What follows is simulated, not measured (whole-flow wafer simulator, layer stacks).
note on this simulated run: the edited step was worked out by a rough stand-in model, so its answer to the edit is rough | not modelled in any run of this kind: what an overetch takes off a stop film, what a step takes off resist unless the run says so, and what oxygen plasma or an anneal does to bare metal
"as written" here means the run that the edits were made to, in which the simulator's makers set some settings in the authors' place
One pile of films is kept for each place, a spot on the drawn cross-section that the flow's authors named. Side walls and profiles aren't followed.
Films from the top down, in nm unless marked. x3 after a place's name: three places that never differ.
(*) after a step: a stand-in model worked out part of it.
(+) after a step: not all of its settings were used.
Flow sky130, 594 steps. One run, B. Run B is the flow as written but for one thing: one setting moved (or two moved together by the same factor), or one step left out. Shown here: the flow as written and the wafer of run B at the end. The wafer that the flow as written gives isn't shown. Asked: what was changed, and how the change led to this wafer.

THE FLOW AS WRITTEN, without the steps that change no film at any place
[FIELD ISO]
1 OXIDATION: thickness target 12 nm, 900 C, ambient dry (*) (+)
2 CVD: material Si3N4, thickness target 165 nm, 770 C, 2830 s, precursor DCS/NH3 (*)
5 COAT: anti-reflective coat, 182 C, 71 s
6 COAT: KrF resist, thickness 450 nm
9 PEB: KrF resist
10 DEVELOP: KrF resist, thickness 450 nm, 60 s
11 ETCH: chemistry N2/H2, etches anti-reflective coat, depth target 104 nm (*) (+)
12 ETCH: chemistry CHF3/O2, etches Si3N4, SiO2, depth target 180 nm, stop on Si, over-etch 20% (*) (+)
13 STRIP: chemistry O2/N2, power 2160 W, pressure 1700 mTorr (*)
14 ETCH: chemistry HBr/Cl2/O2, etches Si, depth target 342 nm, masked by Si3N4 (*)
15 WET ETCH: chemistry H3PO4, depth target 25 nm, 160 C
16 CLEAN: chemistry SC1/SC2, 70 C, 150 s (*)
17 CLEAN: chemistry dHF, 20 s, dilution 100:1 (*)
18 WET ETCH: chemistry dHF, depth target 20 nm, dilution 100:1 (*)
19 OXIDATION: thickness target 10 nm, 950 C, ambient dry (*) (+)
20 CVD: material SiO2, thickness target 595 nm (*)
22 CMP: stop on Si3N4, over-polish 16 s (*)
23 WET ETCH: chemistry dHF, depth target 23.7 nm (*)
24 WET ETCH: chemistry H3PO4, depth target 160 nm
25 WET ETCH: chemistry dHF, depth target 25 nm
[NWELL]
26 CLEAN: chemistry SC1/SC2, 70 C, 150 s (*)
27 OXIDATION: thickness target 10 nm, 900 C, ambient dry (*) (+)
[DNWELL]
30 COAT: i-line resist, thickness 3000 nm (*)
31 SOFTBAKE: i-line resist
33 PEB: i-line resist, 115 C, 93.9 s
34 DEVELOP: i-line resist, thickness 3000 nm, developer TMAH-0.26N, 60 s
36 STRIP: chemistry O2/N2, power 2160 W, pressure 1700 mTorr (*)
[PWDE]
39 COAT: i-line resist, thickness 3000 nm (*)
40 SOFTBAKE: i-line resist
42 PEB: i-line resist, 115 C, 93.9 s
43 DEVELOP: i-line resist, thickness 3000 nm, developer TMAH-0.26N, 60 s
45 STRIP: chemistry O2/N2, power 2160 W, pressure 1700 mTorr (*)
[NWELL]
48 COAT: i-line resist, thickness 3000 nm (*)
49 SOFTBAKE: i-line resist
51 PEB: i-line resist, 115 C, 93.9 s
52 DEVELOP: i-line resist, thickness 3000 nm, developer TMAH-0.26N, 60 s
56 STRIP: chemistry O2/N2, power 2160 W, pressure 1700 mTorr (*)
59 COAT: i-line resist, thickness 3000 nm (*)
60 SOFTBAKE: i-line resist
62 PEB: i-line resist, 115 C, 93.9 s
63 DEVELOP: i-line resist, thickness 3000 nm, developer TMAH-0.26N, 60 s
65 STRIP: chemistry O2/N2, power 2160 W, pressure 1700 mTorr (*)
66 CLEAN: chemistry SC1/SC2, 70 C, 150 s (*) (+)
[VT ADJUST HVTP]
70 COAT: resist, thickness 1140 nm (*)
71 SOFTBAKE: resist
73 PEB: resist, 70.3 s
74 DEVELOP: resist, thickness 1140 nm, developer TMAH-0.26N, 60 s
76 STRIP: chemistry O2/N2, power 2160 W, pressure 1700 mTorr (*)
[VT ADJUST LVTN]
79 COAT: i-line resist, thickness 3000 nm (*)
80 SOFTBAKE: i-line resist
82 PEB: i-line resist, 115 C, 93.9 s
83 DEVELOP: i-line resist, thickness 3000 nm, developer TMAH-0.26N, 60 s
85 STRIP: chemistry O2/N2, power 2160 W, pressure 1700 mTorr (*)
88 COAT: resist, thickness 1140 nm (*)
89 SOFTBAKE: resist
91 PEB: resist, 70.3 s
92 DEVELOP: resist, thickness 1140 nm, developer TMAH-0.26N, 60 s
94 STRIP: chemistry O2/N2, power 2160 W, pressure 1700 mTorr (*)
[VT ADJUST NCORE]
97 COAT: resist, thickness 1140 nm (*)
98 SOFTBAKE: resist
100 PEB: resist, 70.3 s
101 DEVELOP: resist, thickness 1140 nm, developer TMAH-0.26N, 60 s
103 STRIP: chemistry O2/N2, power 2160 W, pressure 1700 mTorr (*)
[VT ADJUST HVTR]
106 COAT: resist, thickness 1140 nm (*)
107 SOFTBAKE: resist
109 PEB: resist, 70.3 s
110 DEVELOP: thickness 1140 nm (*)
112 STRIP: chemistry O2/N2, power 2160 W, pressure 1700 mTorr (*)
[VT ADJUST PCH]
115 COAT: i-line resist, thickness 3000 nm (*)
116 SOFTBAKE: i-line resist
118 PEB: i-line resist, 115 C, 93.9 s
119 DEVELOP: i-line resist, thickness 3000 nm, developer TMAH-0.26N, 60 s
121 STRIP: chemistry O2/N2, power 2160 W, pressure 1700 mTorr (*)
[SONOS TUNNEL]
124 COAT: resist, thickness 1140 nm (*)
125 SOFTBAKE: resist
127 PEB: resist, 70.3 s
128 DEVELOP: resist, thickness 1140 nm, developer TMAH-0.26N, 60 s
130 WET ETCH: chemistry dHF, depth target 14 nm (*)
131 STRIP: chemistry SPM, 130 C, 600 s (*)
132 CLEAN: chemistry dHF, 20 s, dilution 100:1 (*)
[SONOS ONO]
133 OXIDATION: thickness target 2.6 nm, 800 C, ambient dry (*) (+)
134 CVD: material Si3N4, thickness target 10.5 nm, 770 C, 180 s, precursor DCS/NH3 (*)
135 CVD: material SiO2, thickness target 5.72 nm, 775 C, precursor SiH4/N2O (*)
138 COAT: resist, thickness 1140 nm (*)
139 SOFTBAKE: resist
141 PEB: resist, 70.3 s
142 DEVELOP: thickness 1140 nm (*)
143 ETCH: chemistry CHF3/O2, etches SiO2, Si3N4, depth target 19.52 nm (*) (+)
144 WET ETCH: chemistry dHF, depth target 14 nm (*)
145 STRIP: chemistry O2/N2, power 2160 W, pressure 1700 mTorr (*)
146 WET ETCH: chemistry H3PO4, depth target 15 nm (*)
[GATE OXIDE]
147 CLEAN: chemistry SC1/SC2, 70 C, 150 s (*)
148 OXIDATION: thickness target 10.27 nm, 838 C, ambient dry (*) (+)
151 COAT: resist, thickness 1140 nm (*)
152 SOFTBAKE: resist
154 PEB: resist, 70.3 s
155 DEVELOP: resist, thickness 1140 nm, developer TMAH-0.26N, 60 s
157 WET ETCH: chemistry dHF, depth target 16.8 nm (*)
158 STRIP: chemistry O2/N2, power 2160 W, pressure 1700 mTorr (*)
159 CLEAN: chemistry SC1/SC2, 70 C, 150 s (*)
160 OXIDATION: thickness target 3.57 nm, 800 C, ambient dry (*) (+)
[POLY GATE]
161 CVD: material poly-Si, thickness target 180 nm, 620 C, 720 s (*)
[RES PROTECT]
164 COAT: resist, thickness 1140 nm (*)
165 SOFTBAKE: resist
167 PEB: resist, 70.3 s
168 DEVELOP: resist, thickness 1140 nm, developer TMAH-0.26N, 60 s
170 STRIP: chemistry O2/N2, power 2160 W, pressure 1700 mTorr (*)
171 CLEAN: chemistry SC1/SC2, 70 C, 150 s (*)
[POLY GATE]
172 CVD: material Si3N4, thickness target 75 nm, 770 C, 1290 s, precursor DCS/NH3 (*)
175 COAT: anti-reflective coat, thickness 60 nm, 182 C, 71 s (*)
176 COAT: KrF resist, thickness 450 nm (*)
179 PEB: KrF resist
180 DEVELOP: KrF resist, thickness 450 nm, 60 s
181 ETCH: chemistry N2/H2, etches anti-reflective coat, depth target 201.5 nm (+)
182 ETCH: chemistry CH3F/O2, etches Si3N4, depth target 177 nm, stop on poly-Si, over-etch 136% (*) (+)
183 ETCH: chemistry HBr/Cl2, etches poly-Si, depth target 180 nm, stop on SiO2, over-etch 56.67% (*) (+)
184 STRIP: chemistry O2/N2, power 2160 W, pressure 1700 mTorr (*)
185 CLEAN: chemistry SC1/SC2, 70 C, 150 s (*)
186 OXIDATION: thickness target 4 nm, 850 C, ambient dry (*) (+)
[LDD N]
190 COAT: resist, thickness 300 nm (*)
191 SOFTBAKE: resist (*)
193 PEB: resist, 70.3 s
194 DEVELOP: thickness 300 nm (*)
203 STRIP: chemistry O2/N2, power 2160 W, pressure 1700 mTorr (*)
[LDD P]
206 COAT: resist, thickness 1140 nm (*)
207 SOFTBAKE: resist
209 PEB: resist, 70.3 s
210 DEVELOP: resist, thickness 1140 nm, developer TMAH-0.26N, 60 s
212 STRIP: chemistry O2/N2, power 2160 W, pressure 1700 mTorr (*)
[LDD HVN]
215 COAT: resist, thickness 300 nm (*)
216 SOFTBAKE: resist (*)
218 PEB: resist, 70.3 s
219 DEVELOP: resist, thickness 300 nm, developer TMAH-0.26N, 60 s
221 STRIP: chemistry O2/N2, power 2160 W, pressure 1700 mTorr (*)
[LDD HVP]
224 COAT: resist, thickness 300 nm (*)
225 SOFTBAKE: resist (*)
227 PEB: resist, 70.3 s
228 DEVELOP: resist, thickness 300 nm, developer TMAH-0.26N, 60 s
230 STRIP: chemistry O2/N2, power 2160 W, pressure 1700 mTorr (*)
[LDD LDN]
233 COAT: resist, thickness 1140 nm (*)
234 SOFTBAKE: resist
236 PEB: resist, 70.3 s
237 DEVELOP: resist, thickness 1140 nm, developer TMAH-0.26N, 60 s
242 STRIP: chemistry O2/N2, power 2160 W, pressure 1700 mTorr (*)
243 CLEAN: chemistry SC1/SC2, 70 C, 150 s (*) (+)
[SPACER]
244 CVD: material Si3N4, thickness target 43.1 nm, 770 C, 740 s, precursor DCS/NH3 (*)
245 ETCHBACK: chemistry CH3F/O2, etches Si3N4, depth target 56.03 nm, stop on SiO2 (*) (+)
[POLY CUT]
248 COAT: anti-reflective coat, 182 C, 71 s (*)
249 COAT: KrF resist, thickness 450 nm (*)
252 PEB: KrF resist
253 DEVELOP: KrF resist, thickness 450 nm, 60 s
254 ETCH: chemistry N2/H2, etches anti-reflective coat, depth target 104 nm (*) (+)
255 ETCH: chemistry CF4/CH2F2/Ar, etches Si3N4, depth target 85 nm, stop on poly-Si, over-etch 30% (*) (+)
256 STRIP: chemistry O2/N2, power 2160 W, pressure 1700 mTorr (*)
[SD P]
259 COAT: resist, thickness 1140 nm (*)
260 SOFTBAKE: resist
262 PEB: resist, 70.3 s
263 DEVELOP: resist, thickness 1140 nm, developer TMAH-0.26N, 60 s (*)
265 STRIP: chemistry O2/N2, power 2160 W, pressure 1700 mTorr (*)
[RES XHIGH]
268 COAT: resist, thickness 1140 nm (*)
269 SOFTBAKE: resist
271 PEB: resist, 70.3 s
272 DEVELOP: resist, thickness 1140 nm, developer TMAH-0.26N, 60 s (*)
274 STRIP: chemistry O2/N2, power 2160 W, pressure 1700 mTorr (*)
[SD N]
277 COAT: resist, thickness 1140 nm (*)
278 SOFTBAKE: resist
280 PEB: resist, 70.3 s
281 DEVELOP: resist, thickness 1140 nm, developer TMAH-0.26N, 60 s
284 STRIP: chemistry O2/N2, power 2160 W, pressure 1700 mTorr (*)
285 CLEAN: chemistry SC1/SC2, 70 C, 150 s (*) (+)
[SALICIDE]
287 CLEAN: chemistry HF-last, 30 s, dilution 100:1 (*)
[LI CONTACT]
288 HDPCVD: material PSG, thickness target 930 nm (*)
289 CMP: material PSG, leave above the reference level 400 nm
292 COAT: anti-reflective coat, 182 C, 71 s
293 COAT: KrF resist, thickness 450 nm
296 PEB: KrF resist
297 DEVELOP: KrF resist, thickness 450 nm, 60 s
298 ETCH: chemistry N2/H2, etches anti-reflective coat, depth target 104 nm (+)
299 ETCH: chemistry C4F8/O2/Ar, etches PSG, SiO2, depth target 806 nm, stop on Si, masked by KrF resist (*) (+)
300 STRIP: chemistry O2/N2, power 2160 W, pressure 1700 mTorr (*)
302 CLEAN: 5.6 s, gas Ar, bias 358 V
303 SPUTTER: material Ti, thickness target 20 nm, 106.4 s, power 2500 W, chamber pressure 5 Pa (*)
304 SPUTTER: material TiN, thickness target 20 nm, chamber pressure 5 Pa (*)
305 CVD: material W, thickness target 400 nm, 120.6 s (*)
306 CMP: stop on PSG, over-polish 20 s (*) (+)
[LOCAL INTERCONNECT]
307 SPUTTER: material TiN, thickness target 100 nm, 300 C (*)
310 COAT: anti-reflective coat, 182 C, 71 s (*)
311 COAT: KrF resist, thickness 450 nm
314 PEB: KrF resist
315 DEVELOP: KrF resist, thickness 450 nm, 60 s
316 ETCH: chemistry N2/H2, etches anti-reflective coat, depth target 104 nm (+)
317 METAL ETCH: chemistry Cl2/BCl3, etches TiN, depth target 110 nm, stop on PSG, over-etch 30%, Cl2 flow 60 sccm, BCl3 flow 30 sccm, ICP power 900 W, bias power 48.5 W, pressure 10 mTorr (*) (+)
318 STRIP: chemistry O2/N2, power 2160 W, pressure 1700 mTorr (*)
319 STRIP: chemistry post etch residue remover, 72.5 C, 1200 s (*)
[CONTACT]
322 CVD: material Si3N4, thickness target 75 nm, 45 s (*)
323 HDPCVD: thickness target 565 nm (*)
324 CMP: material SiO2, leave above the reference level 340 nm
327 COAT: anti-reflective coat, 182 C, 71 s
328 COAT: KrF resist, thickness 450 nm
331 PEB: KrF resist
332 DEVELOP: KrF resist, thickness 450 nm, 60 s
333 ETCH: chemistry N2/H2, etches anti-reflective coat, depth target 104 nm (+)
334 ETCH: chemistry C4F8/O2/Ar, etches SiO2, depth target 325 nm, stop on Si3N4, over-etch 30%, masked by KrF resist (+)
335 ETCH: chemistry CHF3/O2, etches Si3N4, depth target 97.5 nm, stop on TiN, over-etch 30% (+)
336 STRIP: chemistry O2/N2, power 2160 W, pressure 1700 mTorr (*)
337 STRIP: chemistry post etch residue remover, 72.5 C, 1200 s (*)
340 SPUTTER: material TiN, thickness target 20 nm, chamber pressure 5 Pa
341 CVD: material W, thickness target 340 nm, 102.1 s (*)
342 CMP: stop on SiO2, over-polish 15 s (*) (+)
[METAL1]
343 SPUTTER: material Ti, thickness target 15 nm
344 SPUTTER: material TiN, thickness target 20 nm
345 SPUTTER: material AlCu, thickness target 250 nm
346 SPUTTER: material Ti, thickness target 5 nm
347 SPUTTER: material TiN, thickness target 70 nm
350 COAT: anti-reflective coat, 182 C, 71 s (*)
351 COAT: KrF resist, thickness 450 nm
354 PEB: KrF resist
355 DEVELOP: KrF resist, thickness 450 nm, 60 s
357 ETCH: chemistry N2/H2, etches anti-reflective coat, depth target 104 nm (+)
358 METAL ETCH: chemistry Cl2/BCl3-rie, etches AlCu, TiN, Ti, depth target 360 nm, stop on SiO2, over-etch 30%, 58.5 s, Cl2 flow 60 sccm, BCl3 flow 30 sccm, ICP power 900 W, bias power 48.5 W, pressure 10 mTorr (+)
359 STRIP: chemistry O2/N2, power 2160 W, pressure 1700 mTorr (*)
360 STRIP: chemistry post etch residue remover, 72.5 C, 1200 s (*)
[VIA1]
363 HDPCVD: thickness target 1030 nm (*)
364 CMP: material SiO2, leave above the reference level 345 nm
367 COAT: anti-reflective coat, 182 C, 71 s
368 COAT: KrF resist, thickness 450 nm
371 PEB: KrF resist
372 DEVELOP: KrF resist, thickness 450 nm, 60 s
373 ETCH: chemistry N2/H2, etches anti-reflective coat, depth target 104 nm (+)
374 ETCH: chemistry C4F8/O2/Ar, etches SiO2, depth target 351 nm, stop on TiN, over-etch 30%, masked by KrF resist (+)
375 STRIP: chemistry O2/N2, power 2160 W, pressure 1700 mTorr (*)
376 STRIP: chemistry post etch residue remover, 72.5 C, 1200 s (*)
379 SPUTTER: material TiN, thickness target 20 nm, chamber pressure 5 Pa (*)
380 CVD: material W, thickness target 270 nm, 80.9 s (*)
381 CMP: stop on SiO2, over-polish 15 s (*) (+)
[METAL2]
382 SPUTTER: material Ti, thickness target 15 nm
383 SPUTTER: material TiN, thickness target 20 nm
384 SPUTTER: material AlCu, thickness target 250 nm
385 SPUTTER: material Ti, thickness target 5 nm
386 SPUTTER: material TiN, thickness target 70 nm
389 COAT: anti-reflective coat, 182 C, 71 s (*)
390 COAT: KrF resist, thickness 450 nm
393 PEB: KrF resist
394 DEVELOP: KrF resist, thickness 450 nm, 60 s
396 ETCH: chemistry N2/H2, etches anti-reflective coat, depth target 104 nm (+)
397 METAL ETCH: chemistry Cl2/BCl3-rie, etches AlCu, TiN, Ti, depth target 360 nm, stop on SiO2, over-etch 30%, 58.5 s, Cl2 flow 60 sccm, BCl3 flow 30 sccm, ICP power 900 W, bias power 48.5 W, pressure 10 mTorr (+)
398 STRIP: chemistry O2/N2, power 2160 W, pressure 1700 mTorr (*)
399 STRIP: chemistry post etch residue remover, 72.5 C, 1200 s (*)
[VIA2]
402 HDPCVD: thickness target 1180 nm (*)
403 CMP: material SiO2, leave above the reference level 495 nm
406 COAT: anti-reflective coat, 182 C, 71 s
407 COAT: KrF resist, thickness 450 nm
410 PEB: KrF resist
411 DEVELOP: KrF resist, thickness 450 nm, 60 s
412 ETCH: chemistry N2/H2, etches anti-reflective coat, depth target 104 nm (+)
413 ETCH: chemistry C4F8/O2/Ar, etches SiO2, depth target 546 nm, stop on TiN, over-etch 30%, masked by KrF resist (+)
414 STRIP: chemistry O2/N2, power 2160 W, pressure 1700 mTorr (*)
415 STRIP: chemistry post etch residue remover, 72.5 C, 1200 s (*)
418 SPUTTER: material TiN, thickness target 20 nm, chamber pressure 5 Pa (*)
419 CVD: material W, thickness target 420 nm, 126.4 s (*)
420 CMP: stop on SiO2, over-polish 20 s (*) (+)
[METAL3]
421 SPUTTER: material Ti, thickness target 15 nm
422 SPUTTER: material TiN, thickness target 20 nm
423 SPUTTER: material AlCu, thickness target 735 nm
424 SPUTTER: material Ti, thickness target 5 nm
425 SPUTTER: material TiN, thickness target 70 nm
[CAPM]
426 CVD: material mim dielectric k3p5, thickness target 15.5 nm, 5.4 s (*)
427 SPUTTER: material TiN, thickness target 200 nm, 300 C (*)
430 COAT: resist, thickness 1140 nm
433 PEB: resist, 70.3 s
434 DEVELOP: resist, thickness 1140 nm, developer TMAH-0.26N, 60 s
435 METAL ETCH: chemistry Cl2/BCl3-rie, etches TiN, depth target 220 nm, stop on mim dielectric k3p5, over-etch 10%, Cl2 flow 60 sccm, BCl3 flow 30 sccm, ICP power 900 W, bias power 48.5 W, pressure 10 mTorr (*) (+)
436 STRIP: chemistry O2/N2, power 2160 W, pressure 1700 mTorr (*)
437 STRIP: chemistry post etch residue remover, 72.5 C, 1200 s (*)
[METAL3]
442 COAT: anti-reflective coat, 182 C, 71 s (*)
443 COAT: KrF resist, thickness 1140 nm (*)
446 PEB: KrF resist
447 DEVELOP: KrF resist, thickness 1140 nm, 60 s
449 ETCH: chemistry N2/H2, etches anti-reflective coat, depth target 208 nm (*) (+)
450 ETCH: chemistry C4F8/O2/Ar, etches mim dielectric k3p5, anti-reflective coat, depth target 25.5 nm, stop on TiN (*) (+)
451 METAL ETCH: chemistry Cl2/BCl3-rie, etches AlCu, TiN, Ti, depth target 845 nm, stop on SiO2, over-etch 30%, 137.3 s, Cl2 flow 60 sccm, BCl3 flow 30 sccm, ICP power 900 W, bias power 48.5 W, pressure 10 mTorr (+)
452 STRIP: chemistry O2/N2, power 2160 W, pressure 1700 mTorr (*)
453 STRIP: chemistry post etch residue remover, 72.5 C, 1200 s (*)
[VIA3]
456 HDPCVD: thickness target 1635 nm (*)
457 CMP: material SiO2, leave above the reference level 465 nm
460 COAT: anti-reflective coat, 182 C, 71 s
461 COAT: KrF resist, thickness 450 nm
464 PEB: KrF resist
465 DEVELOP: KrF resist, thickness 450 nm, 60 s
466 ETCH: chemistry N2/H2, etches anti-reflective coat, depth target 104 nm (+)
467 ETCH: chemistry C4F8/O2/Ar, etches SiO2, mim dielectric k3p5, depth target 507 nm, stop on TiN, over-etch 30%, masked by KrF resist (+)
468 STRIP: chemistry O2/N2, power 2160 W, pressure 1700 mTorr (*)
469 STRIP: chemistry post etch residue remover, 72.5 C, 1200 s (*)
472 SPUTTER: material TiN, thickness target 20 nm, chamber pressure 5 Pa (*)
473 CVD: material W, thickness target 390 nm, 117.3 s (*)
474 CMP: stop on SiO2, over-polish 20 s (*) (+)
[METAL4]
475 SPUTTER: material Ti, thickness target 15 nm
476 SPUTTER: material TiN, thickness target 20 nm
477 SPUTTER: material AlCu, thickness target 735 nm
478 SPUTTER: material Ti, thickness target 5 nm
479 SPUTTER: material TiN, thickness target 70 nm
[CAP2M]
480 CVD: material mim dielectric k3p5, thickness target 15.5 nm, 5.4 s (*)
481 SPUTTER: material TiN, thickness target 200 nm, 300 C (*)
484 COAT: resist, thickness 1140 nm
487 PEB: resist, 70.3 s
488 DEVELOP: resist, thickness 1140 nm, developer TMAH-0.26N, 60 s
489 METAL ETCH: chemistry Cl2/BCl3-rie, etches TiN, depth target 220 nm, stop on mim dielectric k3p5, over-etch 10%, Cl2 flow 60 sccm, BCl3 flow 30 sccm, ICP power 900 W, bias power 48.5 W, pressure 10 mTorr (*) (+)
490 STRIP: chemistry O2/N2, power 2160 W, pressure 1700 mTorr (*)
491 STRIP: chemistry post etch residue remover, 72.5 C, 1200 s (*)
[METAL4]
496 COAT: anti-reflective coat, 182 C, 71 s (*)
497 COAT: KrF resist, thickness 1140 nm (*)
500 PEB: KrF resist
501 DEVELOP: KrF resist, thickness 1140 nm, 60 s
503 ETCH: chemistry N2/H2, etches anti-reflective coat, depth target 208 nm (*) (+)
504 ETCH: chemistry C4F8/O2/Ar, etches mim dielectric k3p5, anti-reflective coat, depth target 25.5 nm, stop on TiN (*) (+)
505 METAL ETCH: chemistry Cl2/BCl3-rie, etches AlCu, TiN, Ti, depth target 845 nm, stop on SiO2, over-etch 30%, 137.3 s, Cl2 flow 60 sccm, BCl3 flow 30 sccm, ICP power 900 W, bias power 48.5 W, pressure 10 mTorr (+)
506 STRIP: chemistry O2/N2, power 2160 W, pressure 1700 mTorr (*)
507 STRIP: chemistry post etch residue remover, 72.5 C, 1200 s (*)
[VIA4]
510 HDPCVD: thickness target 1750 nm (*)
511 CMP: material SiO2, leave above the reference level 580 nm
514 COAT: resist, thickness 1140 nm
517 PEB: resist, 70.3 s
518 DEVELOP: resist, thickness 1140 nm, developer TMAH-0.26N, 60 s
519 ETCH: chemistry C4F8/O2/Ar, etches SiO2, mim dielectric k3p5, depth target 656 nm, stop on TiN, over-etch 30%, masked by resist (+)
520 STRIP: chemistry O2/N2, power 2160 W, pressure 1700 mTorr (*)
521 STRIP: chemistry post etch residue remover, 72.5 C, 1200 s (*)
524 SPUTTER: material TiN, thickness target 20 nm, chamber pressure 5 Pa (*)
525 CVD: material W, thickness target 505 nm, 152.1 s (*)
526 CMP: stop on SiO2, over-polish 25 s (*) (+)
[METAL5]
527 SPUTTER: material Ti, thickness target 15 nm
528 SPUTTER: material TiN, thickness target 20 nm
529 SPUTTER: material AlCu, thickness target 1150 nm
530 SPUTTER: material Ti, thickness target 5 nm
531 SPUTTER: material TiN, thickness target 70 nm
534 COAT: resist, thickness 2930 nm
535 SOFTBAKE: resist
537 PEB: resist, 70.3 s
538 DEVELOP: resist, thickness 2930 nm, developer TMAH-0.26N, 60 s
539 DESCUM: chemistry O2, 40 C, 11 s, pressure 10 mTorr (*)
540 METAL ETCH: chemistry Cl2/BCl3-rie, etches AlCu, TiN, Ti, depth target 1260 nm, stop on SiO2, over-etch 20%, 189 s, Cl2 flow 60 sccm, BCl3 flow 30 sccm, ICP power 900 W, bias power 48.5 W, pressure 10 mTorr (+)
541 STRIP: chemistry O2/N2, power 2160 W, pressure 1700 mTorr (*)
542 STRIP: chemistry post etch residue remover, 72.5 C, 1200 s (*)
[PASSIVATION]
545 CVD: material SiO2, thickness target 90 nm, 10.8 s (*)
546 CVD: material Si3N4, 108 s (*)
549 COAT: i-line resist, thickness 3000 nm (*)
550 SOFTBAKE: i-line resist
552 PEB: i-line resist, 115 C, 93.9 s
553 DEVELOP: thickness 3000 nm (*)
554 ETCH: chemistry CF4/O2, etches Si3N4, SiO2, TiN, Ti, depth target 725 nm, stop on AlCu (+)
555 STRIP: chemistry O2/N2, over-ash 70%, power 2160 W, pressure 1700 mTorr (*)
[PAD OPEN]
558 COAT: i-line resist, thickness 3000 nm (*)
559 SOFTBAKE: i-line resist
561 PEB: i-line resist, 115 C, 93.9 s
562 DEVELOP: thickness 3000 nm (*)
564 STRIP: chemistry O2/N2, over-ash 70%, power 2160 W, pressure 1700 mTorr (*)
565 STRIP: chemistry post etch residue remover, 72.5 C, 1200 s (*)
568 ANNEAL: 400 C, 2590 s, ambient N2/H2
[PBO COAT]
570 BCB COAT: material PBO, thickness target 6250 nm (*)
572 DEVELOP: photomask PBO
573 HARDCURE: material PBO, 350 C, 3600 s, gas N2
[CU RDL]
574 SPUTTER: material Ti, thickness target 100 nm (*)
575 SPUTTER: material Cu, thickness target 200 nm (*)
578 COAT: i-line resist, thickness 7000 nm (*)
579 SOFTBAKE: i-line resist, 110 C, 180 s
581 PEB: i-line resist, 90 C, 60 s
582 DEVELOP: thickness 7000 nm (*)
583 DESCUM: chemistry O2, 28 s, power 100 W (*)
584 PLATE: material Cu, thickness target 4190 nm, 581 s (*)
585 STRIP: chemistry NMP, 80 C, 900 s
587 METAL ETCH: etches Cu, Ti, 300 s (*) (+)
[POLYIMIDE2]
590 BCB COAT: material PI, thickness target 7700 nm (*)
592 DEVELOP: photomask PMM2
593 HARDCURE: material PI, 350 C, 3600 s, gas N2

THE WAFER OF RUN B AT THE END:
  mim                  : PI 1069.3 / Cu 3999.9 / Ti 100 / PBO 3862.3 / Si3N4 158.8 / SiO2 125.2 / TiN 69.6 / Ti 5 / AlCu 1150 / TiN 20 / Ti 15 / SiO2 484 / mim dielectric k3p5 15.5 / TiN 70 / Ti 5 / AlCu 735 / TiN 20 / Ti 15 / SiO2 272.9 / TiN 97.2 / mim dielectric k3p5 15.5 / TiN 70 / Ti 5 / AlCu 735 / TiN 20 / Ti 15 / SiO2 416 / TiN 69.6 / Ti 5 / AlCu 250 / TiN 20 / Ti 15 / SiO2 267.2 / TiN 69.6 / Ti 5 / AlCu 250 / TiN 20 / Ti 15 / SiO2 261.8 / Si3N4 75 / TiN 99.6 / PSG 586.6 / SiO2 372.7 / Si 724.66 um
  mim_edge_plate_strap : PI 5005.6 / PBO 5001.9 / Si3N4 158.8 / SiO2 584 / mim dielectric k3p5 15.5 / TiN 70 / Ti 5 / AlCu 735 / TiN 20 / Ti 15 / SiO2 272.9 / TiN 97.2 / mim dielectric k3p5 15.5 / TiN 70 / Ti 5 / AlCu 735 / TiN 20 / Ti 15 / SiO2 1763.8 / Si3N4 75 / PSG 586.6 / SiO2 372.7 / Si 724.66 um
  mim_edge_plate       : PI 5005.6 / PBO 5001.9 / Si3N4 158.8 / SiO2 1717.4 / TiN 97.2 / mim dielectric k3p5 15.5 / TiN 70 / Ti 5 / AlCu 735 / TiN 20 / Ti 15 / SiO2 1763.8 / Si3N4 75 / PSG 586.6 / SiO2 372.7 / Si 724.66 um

The cause: step 427, SPUTTER: thickness target 98 nm was run, where the flow has thickness target 200 nm.

How the change led to this, step by step:
  427 SPUTTER: material TiN, thickness target 200 nm, 300 C (*)
      field, active, n_well and 188 more: TiN +98 (new film) (as written it would be: TiN +200 (new film))
  435 METAL ETCH: chemistry Cl2/BCl3-rie, etches TiN, depth target 220 nm, stop on mim dielectric k3p5, over-etch 10%, Cl2 flow 60 sccm, BCl3 flow 30 sccm, ICP power 900 W, bias power 48.5 W, pressure 10 mTorr (*) (+)
      field, active, n_well and 185 more: TiN -98 (all of it) (as written it would be: TiN -200 (all of it))
      mim, mim_edge_plate_strap, mim_edge_plate: resist -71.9 (as written it would be: resist -146.7)
  436 STRIP: chemistry O2/N2, power 2160 W, pressure 1700 mTorr (*)
      mim, mim_edge_plate_strap, mim_edge_plate: resist -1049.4 (all of it) (as written it would be: resist -974.6 (all of it))
  442 COAT: anti-reflective coat, 182 C, 71 s (*)
      rpm_encl, rpm_encl_psd, rpm_encl_urpm: anti-reflective coat +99 (new film) (as written it would be: anti-reflective coat +101.2 (new film))
      poly_licon, rpo_hd_licon: anti-reflective coat +81.5 (new film) (as written it would be: anti-reflective coat +57.6 (new film))
      (and at 9 more places)
  443 COAT: KrF resist, thickness 1140 nm (*)
      mim_edge_plate_strap, mim_edge_plate: KrF resist +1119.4 (new film) (as written it would be: KrF resist +1017.4 (new film))
      poly_licon, rpo_hd_licon: KrF resist +1144.3 (new film) (as written it would be: KrF resist +1171.3 (new film))
      (and at 3 more places)
  447 DEVELOP: KrF resist, thickness 1140 nm, 60 s
      poly_licon, rpo_hd_licon: KrF resist -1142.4 (all of it) (as written it would be: KrF resist -1169.3 (all of it))
      rxpo_ln: KrF resist -1137.4 (all of it) (as written it would be: KrF resist -1165.6 (all of it))
  449 ETCH: chemistry N2/H2, etches anti-reflective coat, depth target 208 nm (*) (+)
      rpm_encl, rpm_encl_psd, rpm_encl_urpm: anti-reflective coat -99 (all of it) (as written it would be: anti-reflective coat -101.2 (all of it))
      poly_licon, rpo_hd_licon: anti-reflective coat -81.5 (all of it) (as written it would be: anti-reflective coat -57.6 (all of it))
      (and at 3 more places)
  452 STRIP: chemistry O2/N2, power 2160 W, pressure 1700 mTorr (*)
      mim_edge_plate_strap, mim_edge_plate: KrF resist -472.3 (all of it), anti-reflective coat -3 (all of it) (as written it would be: KrF resist -370.5 (all of it), anti-reflective coat -3 (all of it))
      mim: KrF resist -459.4 (all of it), anti-reflective coat -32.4 (all of it) (as written it would be: KrF resist -378.7 (all of it), anti-reflective coat -40.4 (all of it))
      (and at 5 more places)
  457 CMP: material SiO2, leave above the reference level 465 nm
      mim, mim_edge_plate_strap, mim_edge_plate: SiO2 -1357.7 (as written it would be: SiO2 -1459.7)
